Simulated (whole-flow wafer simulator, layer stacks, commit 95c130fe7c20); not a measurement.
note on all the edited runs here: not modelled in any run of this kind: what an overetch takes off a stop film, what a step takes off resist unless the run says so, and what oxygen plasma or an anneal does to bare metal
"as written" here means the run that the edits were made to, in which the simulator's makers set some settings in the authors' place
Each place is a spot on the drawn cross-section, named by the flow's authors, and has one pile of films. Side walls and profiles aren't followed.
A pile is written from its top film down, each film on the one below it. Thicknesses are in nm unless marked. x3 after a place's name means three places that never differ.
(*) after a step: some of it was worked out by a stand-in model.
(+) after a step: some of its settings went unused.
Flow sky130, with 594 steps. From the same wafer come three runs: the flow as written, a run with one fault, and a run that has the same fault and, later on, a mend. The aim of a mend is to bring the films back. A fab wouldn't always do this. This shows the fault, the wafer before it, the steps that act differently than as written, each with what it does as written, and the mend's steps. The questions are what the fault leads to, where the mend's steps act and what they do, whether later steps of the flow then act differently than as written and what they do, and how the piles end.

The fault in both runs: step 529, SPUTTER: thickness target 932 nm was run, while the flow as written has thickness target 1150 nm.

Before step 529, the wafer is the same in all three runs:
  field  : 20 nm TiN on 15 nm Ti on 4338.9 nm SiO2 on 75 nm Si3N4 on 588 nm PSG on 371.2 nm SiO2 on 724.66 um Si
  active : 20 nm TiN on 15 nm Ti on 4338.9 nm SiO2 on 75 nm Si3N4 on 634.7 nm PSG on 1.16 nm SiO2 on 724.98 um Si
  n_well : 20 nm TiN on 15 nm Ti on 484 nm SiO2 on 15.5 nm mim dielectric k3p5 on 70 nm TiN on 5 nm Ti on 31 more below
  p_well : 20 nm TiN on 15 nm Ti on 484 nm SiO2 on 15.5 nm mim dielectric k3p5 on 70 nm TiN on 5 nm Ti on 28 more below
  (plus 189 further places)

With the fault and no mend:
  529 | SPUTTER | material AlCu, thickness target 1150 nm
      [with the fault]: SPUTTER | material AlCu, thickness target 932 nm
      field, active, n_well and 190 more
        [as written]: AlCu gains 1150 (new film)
        [with the fault]: AlCu gains 932 (new film)
  Steps further on in the flow that do not act as written (3 other steps are not shown; they differ only slightly, by no more than 2% or 0.5 nm, whichever is larger):
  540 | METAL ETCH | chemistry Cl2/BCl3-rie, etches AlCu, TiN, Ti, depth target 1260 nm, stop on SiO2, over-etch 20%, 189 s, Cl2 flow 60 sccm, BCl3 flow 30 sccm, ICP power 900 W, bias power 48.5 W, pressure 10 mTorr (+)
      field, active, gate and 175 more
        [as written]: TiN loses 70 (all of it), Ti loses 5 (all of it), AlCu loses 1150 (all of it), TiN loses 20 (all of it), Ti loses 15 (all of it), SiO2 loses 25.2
        [with the fault]: TiN loses 70 (all of it), Ti loses 5 (all of it), AlCu loses 932 (all of it), TiN loses 20 (all of it), Ti loses 15 (all of it), SiO2 loses 47
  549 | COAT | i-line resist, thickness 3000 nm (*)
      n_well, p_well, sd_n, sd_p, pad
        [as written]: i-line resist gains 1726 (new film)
        [with the fault]: i-line resist gains 1920.6 (new film)
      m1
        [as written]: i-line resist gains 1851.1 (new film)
        [with the fault]: i-line resist gains 2017.7 (new film)
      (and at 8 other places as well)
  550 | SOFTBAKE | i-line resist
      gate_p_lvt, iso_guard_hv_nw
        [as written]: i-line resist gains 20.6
        [with the fault]: i-line resist gains 16.6
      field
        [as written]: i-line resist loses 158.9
        [with the fault]: i-line resist loses 138.4
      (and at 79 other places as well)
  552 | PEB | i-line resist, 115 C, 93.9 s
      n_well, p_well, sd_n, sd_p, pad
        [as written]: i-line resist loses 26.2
        [with the fault]: i-line resist loses 29.5
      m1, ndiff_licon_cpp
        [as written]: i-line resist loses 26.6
        [with the fault]: i-line resist loses 29.8
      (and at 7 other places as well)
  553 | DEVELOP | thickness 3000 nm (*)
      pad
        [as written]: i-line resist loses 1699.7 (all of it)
        [with the fault]: i-line resist loses 1891.1 (all of it)
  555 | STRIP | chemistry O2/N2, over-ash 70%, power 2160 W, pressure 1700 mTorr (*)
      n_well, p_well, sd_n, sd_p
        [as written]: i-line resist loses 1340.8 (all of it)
        [with the fault]: i-line resist loses 1532.2 (all of it)
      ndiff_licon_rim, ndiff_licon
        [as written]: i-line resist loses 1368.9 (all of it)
        [with the fault]: i-line resist loses 1555.2 (all of it)
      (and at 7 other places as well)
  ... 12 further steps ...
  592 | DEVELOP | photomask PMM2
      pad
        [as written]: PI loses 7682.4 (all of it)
        [with the fault]: PI loses 7878.6 (all of it)
  The piles end different from the flow's at n_well, p_well, gate_hv and 102 more by more than 2% or 0.5 nm, whichever is larger.
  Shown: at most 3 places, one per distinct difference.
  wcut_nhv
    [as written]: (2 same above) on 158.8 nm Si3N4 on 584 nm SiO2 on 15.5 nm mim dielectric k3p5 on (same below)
    [with the fault]: (2 same above) on 158.8 nm Si3N4 on 562.2 nm SiO2 on 15.5 nm mim dielectric k3p5 on (same below)
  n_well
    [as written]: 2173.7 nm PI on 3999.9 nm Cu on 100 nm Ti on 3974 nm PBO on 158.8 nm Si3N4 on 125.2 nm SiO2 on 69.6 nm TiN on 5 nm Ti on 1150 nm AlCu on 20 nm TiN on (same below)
    [with the fault]: 2199.4 nm PI on 3999.9 nm Cu on 100 nm Ti on 4130.7 nm PBO on 158.8 nm Si3N4 on 125.2 nm SiO2 on 69.6 nm TiN on 5 nm Ti on 932 nm AlCu on 20 nm TiN on (same below)
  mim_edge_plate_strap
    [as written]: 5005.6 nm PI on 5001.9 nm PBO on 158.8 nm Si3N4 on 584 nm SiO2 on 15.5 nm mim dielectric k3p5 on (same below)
    [with the fault]: 5005.8 nm PI on 5001.6 nm PBO on 158.8 nm Si3N4 on 562.2 nm SiO2 on 15.5 nm mim dielectric k3p5 on (same below)

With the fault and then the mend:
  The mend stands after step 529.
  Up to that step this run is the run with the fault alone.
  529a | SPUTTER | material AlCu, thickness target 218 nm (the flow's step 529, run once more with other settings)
      field, active, n_well and 190 more
        AlCu gains 218
  Every later step of the flow that is run acts as written at every place that is followed.
  By the end, the piles equal the flow's at every place that both follow.
